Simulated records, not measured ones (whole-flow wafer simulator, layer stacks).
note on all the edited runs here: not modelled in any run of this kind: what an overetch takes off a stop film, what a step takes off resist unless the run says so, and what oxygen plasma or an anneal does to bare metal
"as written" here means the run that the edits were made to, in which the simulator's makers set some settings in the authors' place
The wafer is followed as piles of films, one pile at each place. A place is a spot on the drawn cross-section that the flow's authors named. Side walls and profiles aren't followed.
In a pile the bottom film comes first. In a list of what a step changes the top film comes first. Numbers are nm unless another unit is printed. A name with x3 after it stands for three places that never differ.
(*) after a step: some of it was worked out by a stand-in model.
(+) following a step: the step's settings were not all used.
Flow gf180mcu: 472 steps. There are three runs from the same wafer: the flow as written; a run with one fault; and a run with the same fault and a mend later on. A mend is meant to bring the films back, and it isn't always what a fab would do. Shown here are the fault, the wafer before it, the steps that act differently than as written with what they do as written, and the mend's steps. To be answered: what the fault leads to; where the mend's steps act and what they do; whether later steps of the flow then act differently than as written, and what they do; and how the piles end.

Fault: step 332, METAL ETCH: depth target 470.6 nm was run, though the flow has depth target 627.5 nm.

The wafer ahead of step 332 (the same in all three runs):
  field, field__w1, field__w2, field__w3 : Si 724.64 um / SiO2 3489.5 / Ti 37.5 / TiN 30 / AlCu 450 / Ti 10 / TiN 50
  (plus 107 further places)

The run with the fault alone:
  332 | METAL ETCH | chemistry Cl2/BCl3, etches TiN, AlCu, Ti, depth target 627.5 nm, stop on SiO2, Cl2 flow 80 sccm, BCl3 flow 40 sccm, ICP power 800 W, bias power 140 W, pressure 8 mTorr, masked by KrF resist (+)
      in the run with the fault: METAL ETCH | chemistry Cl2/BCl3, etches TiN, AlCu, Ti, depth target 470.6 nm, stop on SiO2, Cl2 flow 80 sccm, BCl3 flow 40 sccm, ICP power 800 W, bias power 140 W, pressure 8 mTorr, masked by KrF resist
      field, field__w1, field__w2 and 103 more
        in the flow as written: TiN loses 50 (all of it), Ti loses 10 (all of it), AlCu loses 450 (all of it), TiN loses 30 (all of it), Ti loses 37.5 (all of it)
        in the run with the fault: TiN loses 50 (all of it), Ti loses 10 (all of it), AlCu loses 410.6
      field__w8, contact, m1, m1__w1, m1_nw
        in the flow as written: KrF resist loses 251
        in the run with the fault: KrF resist loses 188.2
  Steps further on in the flow that do not act as written:
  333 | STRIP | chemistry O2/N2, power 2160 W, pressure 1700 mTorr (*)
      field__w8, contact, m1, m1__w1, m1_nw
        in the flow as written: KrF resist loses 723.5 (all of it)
        in the run with the fault: KrF resist loses 786.3 (all of it)
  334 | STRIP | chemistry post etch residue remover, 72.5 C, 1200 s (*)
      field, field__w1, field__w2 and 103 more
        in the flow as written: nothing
        in the run with the fault: AlCu loses 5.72
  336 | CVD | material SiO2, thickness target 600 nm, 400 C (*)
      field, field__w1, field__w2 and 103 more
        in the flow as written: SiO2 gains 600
        in the run with the fault: SiO2 gains 600 (new film)
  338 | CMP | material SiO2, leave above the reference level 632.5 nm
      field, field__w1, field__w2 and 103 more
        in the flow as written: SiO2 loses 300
        in the run with the fault: SiO2 loses 401.2
  By the end, the piles at field, field__w1, field__w2 and 104 more depart from the flow's by more than 2% or 0.5 nm, whichever is larger.
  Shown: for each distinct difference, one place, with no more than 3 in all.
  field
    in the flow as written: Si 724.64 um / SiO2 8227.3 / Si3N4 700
    in the run with the fault: Si 724.64 um / SiO2 3489.5 / Ti 37.5 / TiN 30 / AlCu 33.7 / SiO2 4636.6 / Si3N4 700
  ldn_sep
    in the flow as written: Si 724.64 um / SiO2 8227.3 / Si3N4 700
    in the run with the fault: Si 724.64 um / SiO2 3489.4 / Ti 37.5 / TiN 30 / AlCu 33.7 / SiO2 4636.6 / Si3N4 700
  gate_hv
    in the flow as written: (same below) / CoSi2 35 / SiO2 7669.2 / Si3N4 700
    in the run with the fault: (same below) / CoSi2 35 / SiO2 2931.3 / Ti 37.5 / TiN 30 / AlCu 33.7 / SiO2 4636.6 / Si3N4 700

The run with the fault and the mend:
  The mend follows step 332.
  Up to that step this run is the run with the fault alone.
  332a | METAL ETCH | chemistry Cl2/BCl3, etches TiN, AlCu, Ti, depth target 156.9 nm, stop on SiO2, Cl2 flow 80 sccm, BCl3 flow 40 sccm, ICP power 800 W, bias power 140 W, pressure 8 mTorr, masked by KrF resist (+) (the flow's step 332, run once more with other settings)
      field, field__w1, field__w2 and 103 more
        AlCu loses 39.4 (all of it), TiN loses 30 (all of it), Ti loses 37.5 (all of it)
      field__w8, contact, m1, m1__w1, m1_nw
        KrF resist loses 62.8
  Later steps of the flow that are run all act as written at every place that is followed.
  By the end, the piles equal the flow's at every place that both follow.
